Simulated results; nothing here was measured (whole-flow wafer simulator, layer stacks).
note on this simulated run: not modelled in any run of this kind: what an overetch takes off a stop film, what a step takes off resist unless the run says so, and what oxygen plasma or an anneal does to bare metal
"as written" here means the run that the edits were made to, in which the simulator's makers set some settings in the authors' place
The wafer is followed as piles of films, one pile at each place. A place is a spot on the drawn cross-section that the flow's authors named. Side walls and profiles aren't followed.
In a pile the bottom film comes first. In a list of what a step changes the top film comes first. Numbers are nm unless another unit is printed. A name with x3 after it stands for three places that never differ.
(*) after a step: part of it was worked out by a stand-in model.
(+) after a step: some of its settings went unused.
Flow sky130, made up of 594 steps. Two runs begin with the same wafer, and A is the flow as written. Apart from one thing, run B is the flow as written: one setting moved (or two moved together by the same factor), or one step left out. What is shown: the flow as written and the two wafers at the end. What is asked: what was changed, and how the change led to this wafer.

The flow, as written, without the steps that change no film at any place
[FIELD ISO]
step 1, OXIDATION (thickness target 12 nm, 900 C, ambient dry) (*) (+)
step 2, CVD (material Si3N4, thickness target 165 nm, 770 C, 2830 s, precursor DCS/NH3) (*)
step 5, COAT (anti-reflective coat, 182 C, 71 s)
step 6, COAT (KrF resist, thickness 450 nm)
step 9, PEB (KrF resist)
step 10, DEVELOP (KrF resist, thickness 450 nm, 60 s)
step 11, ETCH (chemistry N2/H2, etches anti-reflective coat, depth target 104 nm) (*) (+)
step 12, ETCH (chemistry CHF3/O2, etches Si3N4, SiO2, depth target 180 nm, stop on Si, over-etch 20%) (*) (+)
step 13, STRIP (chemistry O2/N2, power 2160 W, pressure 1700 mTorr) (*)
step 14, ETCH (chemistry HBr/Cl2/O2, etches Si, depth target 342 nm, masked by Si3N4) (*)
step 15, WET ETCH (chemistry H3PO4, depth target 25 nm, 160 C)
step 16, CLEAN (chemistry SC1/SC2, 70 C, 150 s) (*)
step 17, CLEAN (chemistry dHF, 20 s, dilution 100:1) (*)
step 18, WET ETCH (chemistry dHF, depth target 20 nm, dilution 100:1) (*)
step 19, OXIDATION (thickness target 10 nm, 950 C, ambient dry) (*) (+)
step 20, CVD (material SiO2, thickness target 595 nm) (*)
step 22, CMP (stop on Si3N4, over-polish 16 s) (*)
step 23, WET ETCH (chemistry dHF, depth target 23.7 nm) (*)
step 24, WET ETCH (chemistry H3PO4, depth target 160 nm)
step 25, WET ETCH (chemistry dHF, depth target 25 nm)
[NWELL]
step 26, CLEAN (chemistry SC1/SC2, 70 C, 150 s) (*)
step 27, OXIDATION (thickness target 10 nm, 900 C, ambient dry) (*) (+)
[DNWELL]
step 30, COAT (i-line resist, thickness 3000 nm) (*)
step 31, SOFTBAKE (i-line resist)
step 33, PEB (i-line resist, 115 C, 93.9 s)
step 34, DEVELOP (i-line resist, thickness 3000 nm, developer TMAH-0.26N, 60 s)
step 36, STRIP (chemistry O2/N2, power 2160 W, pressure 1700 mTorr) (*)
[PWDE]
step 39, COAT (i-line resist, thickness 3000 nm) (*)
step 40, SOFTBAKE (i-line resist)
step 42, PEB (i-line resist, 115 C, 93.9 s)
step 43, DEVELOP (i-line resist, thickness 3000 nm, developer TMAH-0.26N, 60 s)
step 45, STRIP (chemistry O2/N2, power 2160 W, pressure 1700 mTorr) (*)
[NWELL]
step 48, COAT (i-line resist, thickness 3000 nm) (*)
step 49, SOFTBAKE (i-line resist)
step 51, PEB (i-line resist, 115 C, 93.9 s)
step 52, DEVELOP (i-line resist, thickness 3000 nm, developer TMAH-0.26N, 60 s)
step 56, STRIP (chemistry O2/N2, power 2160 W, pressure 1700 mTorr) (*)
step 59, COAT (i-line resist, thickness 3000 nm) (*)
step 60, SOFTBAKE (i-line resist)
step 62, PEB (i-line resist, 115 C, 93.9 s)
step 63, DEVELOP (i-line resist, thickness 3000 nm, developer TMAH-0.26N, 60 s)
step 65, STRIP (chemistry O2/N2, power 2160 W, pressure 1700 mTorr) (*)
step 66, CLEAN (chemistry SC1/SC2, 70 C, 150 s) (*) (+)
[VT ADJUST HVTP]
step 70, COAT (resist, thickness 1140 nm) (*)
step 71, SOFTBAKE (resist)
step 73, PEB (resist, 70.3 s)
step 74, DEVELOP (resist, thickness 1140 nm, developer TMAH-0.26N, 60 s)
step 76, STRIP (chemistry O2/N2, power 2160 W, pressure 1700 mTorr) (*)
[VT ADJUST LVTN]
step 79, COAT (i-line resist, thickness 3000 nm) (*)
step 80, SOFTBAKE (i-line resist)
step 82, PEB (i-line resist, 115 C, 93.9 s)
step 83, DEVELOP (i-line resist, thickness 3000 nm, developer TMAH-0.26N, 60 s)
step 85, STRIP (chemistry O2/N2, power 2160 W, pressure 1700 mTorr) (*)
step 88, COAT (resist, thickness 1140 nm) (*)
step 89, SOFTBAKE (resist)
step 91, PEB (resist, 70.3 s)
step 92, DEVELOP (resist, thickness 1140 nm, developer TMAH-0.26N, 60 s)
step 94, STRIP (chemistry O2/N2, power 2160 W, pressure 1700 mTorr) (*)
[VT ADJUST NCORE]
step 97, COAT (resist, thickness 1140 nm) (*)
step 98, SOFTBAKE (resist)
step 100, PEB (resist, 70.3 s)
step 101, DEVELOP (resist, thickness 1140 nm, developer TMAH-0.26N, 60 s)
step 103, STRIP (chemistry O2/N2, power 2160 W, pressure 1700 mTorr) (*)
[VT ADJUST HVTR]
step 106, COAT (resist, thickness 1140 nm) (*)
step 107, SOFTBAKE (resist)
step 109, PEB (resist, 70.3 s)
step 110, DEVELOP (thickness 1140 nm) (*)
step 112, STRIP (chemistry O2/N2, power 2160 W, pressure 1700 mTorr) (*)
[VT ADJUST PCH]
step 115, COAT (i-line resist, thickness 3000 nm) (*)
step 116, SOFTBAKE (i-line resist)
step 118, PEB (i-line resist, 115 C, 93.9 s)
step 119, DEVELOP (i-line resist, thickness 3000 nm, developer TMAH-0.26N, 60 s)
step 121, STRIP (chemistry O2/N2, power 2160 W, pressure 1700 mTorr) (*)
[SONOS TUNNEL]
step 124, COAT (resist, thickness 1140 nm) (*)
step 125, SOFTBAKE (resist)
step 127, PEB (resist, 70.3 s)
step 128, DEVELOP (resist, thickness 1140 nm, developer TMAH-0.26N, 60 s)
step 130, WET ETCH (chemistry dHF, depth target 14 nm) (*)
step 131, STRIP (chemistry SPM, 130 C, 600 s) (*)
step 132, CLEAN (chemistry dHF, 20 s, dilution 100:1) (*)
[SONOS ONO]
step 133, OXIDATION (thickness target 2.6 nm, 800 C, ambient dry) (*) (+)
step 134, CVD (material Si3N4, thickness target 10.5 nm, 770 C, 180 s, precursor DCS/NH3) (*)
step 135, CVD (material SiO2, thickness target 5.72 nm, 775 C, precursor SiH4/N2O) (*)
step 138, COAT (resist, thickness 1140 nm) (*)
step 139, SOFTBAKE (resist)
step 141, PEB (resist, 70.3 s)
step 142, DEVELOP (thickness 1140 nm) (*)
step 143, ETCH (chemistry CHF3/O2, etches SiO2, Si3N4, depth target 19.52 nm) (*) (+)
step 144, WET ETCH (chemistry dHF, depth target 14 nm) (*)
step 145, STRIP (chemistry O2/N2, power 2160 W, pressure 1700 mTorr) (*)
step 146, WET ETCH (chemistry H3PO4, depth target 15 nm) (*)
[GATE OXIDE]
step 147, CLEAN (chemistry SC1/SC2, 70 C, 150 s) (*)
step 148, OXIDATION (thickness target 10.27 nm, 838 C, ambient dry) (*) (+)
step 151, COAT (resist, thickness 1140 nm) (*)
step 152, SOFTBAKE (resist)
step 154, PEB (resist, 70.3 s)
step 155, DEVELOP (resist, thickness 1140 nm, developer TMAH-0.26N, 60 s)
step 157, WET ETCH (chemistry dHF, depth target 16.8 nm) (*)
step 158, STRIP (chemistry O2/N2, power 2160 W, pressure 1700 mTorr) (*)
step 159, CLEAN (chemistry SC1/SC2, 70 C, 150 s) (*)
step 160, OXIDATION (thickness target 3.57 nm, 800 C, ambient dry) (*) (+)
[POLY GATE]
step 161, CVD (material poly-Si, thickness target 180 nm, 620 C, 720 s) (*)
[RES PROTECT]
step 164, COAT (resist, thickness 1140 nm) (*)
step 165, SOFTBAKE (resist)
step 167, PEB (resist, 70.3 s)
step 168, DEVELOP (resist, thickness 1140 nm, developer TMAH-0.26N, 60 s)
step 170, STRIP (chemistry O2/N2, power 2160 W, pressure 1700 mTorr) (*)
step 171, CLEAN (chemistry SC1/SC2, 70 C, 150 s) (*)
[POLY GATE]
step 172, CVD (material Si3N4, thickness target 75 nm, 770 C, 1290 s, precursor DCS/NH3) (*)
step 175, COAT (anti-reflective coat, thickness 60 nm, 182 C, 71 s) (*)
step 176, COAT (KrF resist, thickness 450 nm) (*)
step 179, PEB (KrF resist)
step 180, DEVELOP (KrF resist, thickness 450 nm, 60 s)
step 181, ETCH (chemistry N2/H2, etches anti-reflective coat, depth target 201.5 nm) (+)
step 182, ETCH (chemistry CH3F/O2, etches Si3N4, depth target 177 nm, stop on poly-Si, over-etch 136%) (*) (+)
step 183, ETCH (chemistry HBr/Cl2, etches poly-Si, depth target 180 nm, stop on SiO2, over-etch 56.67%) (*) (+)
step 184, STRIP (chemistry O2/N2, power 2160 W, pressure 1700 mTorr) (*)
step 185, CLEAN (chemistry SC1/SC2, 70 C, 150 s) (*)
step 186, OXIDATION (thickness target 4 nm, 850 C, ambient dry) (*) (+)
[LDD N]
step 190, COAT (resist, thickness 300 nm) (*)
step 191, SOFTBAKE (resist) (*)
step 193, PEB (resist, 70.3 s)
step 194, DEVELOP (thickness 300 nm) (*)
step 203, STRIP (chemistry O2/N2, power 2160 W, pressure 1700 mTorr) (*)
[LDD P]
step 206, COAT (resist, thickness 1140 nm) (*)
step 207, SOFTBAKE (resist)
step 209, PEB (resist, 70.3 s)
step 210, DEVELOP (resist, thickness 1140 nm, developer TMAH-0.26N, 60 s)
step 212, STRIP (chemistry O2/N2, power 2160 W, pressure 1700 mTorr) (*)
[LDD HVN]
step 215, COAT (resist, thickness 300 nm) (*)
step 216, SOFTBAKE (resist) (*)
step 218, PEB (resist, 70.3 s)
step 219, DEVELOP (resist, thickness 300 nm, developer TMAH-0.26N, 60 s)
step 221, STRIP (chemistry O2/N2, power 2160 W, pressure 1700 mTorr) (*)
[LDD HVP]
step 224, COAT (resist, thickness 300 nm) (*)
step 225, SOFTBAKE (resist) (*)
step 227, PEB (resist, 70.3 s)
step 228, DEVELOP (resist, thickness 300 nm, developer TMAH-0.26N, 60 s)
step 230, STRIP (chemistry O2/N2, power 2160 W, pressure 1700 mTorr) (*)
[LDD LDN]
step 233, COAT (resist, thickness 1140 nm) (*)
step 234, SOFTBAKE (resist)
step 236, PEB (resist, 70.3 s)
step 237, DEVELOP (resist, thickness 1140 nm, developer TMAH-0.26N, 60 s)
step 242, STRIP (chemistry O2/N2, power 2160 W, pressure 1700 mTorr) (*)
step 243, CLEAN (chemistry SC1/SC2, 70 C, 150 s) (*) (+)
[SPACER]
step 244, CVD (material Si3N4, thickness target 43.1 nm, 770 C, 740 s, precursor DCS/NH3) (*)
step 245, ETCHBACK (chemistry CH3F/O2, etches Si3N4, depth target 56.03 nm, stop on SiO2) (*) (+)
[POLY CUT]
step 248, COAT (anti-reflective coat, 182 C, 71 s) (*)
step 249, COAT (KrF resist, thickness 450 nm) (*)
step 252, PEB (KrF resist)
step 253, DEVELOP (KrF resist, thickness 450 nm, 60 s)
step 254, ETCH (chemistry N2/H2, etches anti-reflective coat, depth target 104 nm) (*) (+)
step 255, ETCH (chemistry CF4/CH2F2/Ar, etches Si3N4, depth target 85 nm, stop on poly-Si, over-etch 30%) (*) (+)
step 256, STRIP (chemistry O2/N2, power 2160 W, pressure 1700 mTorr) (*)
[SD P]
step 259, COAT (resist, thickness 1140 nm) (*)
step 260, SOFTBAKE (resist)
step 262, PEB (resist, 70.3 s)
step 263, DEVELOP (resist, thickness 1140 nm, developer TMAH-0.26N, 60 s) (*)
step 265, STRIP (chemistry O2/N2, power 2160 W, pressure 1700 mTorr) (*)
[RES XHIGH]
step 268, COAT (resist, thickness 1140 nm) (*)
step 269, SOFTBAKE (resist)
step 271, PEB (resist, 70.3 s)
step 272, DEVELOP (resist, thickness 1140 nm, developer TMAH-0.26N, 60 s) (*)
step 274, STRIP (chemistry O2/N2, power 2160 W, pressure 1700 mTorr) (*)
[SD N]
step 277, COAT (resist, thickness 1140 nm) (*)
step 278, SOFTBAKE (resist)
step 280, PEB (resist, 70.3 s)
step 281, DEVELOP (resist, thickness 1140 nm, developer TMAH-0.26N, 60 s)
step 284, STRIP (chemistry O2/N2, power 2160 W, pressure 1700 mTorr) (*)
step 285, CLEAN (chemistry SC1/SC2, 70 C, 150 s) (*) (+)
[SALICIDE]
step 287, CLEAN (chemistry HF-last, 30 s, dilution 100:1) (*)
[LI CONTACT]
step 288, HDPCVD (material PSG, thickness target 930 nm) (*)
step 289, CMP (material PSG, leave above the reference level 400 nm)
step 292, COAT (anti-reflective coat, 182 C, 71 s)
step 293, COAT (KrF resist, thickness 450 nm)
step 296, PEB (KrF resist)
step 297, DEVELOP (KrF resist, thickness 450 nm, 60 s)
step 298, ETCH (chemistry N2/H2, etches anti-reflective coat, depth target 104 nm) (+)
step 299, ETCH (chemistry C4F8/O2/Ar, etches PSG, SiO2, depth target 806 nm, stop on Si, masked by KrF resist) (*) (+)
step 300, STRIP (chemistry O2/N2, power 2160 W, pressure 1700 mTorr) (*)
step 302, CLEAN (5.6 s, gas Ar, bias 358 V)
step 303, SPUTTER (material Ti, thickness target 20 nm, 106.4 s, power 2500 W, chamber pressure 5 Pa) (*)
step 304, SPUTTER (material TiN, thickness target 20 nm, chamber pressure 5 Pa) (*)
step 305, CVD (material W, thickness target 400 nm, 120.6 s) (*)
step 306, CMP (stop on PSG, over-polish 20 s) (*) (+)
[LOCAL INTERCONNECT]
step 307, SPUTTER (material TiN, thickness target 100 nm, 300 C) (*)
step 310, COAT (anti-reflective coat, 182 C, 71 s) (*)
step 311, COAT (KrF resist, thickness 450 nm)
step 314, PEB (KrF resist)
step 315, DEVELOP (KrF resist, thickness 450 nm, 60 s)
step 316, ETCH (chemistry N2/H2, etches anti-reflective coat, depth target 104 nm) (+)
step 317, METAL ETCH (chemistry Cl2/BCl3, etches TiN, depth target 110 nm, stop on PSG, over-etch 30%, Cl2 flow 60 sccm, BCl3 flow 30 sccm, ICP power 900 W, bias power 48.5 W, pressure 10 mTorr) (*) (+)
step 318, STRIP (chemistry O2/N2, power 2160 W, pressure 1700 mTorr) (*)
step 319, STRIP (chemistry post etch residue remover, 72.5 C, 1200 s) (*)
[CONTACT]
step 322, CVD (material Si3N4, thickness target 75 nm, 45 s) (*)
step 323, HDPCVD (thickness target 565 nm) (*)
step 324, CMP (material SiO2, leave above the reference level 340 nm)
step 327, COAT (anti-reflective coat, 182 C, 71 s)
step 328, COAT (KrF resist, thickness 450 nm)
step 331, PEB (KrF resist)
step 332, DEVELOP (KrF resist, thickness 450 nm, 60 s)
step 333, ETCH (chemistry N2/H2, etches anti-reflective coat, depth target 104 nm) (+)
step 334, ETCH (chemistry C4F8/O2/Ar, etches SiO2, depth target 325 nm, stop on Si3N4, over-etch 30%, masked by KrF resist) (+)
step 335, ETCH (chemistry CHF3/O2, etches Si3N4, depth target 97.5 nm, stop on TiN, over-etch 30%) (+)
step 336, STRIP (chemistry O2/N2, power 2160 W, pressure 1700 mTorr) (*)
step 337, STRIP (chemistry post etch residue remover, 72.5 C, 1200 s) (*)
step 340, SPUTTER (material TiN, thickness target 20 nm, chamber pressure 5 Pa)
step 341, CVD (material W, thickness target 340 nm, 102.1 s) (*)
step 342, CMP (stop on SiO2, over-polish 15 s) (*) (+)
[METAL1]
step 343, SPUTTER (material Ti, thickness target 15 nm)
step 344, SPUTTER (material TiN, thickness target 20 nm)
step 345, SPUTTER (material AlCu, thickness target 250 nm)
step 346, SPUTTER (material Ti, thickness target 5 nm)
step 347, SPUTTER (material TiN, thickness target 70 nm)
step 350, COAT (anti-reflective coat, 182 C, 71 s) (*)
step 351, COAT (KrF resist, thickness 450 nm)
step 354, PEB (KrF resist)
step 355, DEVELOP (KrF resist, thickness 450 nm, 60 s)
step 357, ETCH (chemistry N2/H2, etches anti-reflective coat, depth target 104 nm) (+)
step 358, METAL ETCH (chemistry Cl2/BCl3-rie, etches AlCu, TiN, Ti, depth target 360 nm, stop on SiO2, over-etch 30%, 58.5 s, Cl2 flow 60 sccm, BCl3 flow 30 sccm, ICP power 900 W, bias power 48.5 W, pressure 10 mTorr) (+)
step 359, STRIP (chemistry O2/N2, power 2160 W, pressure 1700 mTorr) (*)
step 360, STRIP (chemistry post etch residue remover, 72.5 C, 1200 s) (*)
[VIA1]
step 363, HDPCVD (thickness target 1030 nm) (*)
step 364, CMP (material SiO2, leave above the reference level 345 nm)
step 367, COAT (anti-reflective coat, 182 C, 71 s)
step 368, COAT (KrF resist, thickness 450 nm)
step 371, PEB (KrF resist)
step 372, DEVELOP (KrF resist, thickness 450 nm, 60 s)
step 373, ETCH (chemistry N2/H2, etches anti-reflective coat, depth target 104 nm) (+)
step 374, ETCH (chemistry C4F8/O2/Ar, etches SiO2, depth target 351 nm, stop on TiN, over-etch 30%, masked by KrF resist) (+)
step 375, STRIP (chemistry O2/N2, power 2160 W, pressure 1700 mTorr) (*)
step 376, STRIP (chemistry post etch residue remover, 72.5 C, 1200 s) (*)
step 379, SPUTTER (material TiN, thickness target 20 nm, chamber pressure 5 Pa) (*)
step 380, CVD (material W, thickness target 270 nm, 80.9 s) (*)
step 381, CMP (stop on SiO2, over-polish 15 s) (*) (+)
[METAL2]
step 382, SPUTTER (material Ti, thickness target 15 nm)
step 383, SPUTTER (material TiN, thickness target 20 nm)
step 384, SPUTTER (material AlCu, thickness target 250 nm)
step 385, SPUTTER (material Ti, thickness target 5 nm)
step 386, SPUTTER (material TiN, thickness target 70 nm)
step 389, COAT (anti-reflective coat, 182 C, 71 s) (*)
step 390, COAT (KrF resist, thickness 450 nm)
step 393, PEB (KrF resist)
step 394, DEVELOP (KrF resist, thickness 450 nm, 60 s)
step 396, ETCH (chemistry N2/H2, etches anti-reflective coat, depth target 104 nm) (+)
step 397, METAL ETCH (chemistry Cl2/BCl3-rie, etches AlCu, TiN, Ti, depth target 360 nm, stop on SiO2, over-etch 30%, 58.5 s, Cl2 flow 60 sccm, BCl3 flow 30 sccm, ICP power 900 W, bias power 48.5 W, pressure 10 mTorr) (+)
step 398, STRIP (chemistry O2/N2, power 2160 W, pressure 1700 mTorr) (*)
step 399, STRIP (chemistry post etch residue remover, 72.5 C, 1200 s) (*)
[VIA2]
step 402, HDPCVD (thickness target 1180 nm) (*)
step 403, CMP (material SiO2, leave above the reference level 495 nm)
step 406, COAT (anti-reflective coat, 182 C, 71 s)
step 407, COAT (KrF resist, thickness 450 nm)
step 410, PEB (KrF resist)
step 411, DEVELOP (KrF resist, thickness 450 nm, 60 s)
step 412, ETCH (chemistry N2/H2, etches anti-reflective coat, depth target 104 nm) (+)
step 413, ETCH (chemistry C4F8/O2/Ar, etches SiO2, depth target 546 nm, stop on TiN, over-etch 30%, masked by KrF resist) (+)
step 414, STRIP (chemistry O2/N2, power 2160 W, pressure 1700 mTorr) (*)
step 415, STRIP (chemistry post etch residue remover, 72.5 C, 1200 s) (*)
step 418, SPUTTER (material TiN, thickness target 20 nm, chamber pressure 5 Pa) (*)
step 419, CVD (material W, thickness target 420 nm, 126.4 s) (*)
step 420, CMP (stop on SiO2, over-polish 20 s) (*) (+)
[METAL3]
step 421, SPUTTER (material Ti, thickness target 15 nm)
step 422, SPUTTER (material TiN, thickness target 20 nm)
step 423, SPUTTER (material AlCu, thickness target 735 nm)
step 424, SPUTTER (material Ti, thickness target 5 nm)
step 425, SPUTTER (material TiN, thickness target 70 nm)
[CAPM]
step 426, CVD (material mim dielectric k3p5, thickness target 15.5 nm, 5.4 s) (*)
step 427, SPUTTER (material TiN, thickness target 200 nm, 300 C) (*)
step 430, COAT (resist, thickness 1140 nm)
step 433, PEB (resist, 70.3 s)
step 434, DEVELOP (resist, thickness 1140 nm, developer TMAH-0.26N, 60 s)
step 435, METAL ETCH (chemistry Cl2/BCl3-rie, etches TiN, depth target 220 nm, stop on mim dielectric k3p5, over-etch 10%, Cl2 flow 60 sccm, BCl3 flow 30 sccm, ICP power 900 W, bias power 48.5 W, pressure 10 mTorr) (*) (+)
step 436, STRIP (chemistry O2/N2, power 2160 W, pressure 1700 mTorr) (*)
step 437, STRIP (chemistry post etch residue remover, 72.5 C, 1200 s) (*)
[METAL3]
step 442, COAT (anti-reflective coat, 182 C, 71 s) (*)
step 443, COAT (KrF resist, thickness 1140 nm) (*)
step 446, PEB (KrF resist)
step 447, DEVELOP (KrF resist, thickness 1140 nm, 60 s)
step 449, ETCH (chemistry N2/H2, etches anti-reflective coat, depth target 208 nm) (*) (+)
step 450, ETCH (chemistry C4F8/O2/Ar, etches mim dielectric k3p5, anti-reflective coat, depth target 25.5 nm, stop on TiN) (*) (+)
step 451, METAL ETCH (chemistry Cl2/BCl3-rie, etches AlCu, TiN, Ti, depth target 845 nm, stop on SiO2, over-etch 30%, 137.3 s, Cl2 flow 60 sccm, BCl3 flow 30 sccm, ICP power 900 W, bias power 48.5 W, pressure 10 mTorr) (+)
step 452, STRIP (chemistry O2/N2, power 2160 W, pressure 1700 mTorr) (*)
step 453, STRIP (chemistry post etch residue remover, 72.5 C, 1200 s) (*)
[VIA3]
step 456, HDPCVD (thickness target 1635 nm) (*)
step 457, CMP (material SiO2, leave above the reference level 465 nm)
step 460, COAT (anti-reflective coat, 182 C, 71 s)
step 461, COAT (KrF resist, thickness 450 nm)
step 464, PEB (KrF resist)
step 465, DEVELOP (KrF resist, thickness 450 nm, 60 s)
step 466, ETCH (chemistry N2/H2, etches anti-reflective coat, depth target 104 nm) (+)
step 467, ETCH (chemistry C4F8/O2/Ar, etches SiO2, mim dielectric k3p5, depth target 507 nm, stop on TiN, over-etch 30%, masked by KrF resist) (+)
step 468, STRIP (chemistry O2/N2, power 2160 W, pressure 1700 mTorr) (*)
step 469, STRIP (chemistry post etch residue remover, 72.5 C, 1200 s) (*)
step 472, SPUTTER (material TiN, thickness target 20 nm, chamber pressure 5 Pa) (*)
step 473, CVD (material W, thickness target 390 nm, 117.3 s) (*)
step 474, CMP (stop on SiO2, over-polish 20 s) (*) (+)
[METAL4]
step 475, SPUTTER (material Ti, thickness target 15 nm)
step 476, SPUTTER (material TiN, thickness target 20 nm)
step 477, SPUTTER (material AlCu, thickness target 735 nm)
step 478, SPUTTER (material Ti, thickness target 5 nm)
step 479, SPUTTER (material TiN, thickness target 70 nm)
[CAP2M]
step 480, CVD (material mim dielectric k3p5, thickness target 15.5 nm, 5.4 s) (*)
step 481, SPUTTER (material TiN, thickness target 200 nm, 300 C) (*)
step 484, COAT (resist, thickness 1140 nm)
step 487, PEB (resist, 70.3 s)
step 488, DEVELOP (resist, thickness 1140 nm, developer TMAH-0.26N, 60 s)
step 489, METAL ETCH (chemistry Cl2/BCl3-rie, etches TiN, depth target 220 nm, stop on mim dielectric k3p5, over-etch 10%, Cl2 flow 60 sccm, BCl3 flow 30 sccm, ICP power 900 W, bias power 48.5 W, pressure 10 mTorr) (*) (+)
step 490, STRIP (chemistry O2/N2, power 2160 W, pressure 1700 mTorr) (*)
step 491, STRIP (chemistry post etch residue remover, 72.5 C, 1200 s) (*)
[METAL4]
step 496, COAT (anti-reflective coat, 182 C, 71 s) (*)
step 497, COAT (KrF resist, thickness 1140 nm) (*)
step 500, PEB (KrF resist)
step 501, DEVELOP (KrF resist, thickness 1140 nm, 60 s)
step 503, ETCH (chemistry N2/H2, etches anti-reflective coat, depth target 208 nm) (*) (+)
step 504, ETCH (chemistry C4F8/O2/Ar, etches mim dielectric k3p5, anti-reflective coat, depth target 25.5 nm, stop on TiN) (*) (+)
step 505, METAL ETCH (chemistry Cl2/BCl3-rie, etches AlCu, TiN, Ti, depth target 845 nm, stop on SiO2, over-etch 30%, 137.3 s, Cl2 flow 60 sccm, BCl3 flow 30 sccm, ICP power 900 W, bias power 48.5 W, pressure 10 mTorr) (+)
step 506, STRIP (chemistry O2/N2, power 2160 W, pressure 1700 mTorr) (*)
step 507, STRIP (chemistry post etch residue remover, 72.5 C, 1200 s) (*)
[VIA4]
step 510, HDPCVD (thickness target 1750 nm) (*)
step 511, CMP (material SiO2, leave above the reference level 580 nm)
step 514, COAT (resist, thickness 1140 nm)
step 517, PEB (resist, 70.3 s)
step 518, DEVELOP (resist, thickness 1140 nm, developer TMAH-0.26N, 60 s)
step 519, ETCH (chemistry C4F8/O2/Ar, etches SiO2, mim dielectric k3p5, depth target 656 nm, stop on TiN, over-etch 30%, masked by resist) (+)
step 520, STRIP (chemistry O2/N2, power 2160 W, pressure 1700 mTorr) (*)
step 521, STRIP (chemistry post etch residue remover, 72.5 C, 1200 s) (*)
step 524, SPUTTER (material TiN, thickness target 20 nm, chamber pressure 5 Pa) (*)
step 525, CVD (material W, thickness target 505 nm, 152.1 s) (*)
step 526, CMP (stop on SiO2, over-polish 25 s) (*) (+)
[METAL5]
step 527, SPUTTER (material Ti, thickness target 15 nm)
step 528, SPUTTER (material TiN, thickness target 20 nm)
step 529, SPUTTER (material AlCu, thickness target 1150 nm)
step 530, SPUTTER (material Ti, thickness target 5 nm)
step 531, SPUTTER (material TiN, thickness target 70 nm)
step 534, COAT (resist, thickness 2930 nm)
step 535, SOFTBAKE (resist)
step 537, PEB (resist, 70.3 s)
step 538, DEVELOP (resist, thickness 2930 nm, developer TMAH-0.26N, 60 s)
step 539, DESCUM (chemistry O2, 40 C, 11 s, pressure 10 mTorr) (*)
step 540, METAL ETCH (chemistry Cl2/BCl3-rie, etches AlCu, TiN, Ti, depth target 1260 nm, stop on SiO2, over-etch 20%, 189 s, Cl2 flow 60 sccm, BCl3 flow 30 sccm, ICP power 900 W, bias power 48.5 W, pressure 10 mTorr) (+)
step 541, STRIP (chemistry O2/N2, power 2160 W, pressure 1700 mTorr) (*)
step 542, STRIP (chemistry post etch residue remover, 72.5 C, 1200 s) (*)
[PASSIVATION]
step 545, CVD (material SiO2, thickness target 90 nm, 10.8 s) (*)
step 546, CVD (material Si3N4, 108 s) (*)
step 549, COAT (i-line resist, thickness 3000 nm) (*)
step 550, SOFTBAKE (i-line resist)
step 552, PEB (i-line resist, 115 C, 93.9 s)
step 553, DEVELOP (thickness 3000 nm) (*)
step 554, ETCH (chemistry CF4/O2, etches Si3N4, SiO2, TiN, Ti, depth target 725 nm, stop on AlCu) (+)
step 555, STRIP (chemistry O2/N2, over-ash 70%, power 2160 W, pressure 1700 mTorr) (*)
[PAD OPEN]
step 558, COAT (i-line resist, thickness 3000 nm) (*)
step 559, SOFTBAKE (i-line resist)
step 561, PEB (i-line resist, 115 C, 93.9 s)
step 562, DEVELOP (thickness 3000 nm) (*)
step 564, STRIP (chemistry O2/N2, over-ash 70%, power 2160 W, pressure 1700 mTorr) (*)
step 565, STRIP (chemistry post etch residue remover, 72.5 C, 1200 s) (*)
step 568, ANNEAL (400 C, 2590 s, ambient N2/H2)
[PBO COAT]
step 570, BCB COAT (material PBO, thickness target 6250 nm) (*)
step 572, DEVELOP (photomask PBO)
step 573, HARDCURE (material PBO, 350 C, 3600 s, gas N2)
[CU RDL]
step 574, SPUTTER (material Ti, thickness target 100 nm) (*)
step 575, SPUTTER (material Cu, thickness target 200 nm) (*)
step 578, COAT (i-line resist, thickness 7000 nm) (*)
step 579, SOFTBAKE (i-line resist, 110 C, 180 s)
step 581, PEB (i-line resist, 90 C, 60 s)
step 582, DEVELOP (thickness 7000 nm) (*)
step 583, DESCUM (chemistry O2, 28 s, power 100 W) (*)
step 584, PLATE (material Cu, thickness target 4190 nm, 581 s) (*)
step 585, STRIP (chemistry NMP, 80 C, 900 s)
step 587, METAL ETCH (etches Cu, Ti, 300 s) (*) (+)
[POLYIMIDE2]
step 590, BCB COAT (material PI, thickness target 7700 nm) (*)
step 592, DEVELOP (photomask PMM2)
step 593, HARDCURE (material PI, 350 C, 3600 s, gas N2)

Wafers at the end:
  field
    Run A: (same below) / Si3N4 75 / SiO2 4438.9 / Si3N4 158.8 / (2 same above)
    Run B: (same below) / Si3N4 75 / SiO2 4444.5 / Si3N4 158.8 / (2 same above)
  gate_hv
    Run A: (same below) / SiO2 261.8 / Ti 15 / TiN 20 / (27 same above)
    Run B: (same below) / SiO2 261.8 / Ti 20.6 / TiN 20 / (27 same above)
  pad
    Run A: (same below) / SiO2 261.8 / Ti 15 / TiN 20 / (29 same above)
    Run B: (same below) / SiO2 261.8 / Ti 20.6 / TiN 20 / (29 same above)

What caused this: step 343, SPUTTER: thickness target 20.6 nm was run, whereas the flow has thickness target 15 nm.
One can read it off the wafer: gate_hv has Ti 20.6, and step 343 as written asks for 15 nm.

The path from the change to this, step by step:
  step 343, SPUTTER (material Ti, thickness target 15 nm)
      field, active, n_well and 188 more: A Ti gains 15 (new film) | B Ti gains 20.6 (new film)
  step 358, METAL ETCH (chemistry Cl2/BCl3-rie, etches AlCu, TiN, Ti, depth target 360 nm, stop on SiO2, over-etch 30%, 58.5 s, Cl2 flow 60 sccm, BCl3 flow 30 sccm, ICP power 900 W, bias power 48.5 W, pressure 10 mTorr) (+)
      field, active, gate and 81 more: A TiN loses 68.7 (all of it), Ti loses 5 (all of it), AlCu loses 250 (all of it), TiN loses 20 (all of it), Ti loses 15 (all of it), SiO2 loses 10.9 | B TiN loses 68.7 (all of it), Ti loses 5 (all of it), AlCu loses 250 (all of it), TiN loses 20 (all of it), Ti loses 20.6 (all of it), SiO2 loses 10.4
